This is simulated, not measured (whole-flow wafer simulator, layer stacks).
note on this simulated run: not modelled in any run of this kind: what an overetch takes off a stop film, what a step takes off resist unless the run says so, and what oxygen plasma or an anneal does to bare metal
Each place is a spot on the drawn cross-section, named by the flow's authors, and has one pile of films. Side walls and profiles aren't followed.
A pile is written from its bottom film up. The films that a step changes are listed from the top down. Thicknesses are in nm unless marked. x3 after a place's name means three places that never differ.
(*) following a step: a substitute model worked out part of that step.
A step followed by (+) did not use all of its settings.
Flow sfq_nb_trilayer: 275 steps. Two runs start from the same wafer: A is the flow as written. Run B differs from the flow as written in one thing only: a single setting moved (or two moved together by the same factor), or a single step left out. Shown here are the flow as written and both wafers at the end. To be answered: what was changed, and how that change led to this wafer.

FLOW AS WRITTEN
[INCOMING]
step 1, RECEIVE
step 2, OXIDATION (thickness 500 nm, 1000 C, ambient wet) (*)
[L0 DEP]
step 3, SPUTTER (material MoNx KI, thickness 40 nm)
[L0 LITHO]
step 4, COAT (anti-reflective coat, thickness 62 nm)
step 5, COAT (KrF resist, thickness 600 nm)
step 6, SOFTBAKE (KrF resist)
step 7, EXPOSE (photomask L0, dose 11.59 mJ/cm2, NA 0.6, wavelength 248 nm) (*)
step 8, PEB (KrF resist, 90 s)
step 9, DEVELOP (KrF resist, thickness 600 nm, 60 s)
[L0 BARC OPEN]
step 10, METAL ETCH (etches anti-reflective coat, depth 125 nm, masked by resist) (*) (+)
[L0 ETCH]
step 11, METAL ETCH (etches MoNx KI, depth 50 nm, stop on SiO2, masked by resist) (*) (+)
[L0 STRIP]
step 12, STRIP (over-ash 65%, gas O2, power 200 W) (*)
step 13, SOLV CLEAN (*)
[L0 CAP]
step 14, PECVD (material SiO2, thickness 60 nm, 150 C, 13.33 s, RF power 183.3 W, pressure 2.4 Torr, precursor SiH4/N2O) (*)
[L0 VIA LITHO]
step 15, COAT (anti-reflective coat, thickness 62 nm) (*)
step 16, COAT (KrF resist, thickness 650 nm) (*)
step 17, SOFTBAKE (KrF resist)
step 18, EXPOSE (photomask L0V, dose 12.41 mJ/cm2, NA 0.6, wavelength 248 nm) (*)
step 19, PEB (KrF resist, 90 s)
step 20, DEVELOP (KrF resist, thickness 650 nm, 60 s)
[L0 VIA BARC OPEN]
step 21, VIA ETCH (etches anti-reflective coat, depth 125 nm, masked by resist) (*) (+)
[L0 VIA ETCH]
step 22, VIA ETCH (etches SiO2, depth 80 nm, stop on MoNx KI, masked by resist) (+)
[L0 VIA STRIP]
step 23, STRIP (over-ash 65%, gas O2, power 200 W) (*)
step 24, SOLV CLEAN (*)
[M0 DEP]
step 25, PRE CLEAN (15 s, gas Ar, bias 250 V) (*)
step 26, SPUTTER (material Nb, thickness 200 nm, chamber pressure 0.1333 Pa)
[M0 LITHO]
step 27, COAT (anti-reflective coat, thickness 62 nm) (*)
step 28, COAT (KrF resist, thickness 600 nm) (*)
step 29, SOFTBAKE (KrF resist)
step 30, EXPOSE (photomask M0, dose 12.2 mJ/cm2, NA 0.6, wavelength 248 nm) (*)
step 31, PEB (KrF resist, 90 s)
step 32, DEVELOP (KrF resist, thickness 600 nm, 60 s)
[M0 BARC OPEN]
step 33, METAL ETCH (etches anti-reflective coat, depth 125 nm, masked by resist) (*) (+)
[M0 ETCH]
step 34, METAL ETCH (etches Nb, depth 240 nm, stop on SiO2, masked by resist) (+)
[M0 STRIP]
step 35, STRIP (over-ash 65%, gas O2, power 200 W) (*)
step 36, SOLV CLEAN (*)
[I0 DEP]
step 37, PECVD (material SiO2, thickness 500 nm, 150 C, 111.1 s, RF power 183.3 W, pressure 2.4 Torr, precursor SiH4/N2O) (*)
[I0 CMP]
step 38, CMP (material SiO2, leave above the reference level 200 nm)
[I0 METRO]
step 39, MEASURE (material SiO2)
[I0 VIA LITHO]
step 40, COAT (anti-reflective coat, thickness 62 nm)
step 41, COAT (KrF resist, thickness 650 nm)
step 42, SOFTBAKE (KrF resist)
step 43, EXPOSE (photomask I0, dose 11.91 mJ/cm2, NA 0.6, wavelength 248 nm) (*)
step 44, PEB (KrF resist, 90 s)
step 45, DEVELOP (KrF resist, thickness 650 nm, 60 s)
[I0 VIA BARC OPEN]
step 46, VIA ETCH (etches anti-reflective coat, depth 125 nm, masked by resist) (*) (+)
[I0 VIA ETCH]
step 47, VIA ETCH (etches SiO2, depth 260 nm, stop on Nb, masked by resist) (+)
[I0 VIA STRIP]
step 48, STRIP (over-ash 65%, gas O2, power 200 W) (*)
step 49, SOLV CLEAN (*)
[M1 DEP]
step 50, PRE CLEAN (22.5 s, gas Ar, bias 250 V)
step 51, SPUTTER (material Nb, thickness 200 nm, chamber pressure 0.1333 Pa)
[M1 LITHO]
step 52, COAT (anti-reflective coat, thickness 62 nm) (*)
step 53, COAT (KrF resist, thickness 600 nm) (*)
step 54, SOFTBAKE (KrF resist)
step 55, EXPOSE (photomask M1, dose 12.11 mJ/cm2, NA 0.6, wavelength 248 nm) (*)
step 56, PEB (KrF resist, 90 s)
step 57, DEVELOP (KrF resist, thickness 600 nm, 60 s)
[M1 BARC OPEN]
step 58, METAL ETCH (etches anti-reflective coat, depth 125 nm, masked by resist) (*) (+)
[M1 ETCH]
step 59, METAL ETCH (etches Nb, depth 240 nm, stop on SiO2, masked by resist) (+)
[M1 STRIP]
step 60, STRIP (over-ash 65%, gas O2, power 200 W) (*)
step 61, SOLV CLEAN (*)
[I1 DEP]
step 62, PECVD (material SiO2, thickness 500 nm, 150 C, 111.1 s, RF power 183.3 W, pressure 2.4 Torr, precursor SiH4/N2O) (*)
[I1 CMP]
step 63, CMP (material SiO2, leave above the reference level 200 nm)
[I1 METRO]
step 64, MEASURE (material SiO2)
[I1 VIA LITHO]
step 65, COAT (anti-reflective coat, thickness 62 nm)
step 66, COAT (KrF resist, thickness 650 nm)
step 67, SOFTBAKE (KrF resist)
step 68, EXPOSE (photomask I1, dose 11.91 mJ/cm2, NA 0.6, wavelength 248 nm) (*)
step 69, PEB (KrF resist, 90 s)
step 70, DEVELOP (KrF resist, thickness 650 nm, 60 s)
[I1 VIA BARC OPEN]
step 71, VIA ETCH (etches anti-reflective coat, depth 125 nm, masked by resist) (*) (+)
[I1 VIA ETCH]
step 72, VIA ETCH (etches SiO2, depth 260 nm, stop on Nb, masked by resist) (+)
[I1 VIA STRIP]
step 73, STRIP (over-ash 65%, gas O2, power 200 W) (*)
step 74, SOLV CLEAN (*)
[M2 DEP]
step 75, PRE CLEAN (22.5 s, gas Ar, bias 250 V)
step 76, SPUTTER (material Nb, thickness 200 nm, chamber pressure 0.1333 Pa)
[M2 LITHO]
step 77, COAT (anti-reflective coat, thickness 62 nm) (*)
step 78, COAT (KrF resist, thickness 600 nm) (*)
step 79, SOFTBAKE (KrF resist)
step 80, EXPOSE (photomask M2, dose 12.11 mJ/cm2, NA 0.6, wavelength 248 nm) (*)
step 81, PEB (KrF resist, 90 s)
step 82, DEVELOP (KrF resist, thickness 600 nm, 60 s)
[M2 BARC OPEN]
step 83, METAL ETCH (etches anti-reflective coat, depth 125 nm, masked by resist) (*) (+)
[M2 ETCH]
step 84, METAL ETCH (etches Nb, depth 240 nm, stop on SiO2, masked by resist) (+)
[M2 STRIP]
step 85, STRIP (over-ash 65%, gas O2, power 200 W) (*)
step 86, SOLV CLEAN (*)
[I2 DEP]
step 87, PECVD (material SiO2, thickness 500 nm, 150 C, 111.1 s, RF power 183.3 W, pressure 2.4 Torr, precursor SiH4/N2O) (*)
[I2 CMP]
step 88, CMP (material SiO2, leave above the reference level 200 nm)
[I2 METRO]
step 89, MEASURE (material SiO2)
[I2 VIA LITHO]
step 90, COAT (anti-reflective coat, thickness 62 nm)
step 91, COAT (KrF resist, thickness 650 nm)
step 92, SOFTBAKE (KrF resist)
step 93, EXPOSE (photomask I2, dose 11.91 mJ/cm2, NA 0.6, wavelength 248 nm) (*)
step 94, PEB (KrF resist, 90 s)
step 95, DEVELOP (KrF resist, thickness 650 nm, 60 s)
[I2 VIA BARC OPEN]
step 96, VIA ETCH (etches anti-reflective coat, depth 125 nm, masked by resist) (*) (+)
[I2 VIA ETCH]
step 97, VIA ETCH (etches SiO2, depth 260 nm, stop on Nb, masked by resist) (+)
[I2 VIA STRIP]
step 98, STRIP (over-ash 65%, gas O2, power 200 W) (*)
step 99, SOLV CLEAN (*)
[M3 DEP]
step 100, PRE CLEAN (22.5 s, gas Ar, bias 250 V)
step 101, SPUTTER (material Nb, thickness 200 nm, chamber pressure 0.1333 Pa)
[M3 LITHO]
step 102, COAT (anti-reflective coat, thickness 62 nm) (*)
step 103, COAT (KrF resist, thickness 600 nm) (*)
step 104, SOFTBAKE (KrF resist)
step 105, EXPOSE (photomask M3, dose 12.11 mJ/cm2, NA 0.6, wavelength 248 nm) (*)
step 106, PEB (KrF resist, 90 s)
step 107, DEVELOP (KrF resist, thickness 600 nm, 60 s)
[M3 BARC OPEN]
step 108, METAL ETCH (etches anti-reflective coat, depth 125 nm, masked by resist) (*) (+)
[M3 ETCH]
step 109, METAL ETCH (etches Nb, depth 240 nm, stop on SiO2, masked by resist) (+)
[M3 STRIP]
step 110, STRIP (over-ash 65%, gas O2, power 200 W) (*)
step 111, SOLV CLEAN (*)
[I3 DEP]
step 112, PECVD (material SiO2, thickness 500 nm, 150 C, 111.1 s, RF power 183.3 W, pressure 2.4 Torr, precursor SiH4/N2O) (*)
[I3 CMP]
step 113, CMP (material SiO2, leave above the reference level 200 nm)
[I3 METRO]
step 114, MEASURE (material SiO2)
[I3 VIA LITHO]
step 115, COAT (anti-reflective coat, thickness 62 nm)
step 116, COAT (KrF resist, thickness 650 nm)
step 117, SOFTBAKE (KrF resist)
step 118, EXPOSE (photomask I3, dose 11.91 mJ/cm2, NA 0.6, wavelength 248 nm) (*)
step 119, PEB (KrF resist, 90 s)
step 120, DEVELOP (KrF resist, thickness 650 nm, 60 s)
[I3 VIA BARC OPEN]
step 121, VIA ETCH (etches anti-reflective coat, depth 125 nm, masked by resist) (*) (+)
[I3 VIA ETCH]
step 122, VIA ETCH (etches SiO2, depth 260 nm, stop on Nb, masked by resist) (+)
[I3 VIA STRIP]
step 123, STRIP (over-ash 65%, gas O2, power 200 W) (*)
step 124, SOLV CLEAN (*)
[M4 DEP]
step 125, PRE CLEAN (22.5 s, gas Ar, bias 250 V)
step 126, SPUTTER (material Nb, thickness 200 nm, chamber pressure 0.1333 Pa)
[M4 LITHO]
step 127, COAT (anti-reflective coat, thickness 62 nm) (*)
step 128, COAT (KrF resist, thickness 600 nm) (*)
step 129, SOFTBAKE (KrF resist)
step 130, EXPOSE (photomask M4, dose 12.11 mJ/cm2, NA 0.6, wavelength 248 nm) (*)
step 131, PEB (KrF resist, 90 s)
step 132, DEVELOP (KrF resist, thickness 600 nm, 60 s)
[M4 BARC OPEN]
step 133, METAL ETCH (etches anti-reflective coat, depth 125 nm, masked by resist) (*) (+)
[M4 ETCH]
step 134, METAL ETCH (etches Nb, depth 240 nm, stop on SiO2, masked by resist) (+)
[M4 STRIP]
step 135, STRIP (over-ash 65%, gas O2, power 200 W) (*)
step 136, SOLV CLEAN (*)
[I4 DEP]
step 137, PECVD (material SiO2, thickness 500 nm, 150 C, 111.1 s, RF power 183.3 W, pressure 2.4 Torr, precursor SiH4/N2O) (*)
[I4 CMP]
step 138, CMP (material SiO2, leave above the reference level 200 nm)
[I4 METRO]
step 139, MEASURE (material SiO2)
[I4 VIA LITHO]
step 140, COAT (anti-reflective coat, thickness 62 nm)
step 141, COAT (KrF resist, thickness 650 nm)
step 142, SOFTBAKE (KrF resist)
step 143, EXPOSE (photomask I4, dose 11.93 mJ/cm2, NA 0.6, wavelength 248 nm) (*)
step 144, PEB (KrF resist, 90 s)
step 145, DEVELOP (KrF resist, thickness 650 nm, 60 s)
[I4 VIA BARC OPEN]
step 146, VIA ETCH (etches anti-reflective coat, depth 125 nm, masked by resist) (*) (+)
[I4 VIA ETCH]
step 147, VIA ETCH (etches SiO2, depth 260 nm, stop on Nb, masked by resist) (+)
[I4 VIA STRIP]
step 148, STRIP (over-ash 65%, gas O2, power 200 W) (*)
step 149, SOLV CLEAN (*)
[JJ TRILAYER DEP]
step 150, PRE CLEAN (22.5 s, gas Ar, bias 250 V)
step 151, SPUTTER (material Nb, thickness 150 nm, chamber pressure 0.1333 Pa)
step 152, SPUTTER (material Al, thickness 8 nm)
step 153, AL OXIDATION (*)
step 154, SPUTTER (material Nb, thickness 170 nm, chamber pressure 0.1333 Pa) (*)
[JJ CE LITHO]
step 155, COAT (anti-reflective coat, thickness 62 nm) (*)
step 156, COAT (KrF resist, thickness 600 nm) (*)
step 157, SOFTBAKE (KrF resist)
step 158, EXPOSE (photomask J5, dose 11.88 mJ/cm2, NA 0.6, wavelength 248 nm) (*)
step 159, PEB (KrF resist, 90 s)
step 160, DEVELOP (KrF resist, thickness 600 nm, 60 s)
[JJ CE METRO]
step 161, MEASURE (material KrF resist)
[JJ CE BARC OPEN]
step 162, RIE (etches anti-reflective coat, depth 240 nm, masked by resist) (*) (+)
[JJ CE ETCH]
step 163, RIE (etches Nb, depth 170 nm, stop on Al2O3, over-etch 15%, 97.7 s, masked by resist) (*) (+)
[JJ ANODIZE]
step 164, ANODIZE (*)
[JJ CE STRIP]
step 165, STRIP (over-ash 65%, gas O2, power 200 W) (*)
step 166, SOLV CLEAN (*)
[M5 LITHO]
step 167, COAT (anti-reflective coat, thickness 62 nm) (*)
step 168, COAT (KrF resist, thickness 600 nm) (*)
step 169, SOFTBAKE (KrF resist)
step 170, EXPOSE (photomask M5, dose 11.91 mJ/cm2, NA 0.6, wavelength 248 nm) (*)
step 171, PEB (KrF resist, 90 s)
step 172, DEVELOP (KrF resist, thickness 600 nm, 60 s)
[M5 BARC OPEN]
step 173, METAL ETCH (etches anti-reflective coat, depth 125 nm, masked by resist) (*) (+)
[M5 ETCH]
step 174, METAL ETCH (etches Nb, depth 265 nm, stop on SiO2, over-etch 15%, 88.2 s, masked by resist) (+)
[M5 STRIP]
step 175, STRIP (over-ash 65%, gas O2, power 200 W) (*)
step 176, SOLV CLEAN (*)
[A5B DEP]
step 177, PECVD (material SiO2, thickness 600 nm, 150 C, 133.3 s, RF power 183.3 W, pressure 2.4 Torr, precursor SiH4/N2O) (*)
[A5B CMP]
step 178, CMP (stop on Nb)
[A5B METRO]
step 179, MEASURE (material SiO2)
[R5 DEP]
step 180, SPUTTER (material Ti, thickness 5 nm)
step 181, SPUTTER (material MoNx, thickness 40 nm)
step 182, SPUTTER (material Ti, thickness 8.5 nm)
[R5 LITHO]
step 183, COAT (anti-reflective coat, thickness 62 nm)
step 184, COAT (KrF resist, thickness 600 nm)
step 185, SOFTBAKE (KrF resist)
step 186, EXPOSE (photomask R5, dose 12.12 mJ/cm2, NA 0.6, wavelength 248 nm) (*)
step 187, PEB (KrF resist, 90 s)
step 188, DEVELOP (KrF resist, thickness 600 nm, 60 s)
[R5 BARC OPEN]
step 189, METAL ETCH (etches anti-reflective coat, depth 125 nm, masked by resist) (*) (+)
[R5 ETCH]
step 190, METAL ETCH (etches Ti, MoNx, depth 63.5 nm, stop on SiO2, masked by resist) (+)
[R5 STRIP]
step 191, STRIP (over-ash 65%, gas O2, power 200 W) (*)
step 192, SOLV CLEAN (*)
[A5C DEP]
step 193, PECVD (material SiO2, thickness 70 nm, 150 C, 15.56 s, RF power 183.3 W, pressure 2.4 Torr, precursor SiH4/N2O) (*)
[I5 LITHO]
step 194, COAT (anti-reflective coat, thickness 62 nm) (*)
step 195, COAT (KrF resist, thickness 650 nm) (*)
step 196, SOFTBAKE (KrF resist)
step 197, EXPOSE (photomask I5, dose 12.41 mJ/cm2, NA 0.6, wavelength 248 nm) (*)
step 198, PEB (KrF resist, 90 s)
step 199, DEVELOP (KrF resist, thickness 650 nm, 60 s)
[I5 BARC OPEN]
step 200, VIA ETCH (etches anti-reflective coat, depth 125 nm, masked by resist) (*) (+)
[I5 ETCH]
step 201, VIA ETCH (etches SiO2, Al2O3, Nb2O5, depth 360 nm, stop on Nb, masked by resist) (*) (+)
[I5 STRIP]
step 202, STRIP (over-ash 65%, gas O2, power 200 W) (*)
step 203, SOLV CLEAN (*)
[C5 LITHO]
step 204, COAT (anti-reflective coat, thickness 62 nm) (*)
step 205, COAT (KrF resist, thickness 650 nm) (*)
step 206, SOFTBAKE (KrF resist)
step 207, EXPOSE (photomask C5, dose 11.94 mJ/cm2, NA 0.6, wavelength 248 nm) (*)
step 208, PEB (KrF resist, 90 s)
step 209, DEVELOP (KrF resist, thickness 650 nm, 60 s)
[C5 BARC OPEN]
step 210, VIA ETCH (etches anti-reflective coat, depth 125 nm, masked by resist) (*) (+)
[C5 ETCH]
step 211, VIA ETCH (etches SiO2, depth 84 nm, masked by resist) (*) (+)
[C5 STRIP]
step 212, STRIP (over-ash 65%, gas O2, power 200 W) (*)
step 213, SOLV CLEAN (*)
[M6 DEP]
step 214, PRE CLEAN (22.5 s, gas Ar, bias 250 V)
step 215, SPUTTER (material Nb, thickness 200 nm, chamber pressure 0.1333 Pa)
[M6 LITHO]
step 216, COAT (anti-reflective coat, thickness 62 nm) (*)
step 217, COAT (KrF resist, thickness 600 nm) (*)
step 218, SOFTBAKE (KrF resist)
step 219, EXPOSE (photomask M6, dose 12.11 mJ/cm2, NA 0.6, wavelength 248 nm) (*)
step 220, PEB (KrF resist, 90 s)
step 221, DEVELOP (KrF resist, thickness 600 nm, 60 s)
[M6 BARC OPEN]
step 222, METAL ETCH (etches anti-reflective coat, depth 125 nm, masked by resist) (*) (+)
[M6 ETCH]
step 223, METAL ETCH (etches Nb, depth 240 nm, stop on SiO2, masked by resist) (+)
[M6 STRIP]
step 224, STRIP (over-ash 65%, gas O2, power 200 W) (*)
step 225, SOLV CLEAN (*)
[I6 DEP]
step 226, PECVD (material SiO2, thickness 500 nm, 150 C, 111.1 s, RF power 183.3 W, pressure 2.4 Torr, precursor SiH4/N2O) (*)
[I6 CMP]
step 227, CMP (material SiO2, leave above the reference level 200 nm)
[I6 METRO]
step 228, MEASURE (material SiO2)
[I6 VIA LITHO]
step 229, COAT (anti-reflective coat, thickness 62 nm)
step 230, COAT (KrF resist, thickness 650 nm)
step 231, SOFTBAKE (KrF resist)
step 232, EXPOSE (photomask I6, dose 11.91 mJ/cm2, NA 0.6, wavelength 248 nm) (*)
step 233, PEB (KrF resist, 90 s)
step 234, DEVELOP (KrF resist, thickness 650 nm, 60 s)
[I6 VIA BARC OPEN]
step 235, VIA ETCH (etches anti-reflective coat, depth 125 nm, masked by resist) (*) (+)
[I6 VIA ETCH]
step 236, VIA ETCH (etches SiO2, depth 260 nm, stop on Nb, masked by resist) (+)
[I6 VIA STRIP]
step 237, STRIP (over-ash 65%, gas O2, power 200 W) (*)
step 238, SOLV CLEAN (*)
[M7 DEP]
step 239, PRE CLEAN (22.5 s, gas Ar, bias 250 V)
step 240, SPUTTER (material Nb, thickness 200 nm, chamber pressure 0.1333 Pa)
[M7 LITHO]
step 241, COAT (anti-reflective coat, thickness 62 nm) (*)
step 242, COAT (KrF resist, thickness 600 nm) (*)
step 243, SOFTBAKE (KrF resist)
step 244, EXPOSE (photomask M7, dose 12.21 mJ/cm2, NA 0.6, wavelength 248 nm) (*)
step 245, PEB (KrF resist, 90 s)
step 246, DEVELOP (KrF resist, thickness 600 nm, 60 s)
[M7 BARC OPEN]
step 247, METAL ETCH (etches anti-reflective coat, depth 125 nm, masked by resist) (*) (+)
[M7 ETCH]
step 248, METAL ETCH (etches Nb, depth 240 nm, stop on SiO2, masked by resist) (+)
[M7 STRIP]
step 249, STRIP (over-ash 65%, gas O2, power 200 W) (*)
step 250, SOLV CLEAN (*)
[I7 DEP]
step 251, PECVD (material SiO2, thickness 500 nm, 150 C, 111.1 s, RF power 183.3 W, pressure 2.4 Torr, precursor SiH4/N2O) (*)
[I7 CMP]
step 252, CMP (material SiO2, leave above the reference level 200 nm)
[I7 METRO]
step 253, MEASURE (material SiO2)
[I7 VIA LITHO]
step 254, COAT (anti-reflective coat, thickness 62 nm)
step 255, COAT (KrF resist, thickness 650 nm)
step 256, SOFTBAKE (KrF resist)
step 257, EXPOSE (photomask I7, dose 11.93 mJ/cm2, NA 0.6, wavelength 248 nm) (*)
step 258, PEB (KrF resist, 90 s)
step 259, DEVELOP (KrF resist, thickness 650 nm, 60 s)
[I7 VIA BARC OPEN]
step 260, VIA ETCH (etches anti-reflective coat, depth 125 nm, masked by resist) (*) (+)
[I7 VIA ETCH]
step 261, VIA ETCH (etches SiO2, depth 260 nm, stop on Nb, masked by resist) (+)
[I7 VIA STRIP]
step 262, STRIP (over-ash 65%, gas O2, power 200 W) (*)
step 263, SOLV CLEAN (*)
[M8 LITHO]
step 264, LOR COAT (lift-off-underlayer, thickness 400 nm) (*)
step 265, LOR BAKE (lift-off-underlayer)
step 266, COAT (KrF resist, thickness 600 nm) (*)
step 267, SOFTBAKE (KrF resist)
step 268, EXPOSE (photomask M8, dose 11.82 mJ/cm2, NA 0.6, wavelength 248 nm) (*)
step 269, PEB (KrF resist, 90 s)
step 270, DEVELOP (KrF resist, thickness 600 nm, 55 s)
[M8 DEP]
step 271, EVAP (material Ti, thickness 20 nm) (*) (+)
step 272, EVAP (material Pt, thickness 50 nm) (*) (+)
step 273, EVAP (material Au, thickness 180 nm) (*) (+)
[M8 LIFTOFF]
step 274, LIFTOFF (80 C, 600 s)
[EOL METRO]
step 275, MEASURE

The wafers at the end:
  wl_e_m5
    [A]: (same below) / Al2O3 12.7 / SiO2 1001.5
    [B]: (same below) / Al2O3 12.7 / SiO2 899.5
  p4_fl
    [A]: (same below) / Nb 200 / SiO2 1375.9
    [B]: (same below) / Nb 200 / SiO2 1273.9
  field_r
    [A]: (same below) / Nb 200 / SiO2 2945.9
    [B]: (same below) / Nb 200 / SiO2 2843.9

The reason: step 240, SPUTTER: thickness 98 nm was run, whereas the flow has thickness 200 nm.

The path from the change to this, step by step:
  step 240, SPUTTER (material Nb, thickness 200 nm, chamber pressure 0.1333 Pa)
      field_l, v_sur, via_wl and 102 more: A Nb gains 200 (new film) | B Nb gains 98 (new film)
      via_v: A Nb gains 161.1 | B Nb gains 78.8
  step 241, COAT (anti-reflective coat, thickness 62 nm) (*)
      via_v: A anti-reflective coat gains 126 (new film) | B anti-reflective coat gains 120.2 (new film)
  step 248, METAL ETCH (etches Nb, depth 240 nm, stop on SiO2, masked by resist) (+)
      field_l, field_r, lsp_l and 62 more: A Nb loses 200 (all of it) | B Nb loses 98 (all of it)
      v_sur, via_wl, via_w and 38 more: A KrF resist loses 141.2 | B KrF resist loses 86.5
  step 249, STRIP (over-ash 65%, gas O2, power 200 W) (*)
      wl_j_sl, wl_jj, wl_j_sr and 14 more: A KrF resist loses 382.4 (all of it), anti-reflective coat loses 62 (all of it) | B KrF resist loses 437.1 (all of it), anti-reflective coat loses 62 (all of it)
      lsp_m, ln_m6, lsp_r: A KrF resist loses 381.9 (all of it), anti-reflective coat loses 61.8 (all of it) | B KrF resist loses 436.7 (all of it), anti-reflective coat loses 61.8 (all of it)
      (as well as at 21 more places)
  step 251, PECVD (material SiO2, thickness 500 nm, 150 C, 111.1 s, RF power 183.3 W, pressure 2.4 Torr, precursor SiH4/N2O) (*)
      field_r, lsp_l: A SiO2 gains 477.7 | B SiO2 gains 489.1
      m7r_space_l, m7r_space_r: A SiO2 gains 557.1 | B SiO2 gains 500
      (as well as at 1 more place)
  step 252, CMP (material SiO2, leave above the reference level 200 nm)
      field_l, p4_fl, p4_fm and 56 more: A SiO2 loses 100 | B SiO2 loses 202
      field_r, lsp_l: A SiO2 loses 77.7 | B SiO2 loses 191.1
      (as well as at 5 more places)
